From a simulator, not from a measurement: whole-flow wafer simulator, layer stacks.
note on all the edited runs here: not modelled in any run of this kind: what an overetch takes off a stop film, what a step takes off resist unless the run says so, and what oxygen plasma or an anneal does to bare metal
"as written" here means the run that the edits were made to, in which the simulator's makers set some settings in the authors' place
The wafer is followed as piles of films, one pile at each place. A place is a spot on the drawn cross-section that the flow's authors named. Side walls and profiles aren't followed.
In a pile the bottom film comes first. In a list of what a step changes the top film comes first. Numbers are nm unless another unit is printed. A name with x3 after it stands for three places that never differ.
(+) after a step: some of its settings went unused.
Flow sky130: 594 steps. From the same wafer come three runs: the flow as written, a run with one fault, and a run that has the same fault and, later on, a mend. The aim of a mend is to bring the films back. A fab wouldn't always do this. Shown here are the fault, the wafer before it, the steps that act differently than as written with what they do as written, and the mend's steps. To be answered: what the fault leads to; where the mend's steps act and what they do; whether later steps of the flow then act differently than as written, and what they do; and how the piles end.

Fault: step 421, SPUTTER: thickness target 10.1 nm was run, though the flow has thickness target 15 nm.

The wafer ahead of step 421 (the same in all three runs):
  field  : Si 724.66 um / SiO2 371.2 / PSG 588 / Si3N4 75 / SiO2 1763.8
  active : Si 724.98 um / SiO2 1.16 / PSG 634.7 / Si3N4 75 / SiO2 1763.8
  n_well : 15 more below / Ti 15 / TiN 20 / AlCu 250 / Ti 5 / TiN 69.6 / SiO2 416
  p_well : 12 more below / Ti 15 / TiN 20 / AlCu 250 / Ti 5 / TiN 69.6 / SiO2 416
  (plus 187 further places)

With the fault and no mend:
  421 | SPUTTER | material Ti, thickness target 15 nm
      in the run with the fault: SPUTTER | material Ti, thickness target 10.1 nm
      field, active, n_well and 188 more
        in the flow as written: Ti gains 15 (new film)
        in the run with the fault: Ti gains 10.1 (new film)
  Steps later in the flow that act otherwise than as written (not shown: 15 more steps that differ only slightly, by at most 2% or 0.5 nm, whichever is larger):
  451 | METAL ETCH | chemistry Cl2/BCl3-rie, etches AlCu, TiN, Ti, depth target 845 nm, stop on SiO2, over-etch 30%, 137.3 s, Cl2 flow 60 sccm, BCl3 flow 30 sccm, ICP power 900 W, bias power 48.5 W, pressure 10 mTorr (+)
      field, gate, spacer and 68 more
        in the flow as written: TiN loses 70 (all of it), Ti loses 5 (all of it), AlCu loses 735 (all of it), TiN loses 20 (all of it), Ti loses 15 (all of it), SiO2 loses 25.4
        in the run with the fault: TiN loses 70 (all of it), Ti loses 5 (all of it), AlCu loses 735 (all of it), TiN loses 20 (all of it), Ti loses 10.1 (all of it), SiO2 loses 25.8
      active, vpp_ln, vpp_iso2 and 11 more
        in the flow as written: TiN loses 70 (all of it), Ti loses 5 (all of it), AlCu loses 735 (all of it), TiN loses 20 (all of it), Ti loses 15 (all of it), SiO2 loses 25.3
        in the run with the fault: TiN loses 70 (all of it), Ti loses 5 (all of it), AlCu loses 735 (all of it), TiN loses 20 (all of it), Ti loses 10.1 (all of it), SiO2 loses 25.8
  At n_well, p_well, gate_hv and 104 more, the piles at the end differ from the flow's by more than 2% or 0.5 nm, whichever is larger.
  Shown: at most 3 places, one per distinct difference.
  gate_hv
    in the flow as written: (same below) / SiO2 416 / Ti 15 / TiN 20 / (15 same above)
    in the run with the fault: (same below) / SiO2 416 / Ti 10.1 / TiN 20 / (15 same above)
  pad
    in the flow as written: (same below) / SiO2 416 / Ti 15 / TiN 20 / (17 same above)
    in the run with the fault: (same below) / SiO2 416 / Ti 10.1 / TiN 20 / (17 same above)
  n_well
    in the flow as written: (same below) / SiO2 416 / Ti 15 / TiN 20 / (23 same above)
    in the run with the fault: (same below) / SiO2 416 / Ti 10.1 / TiN 20 / (23 same above)

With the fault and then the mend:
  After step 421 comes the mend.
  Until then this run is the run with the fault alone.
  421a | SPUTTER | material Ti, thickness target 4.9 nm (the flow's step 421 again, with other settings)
      field, active, n_well and 188 more
        Ti gains 4.9
  None of the later steps of the flow acts differently than as written at any place that is followed.
  The piles end the same as the flow's at every place that both follow.
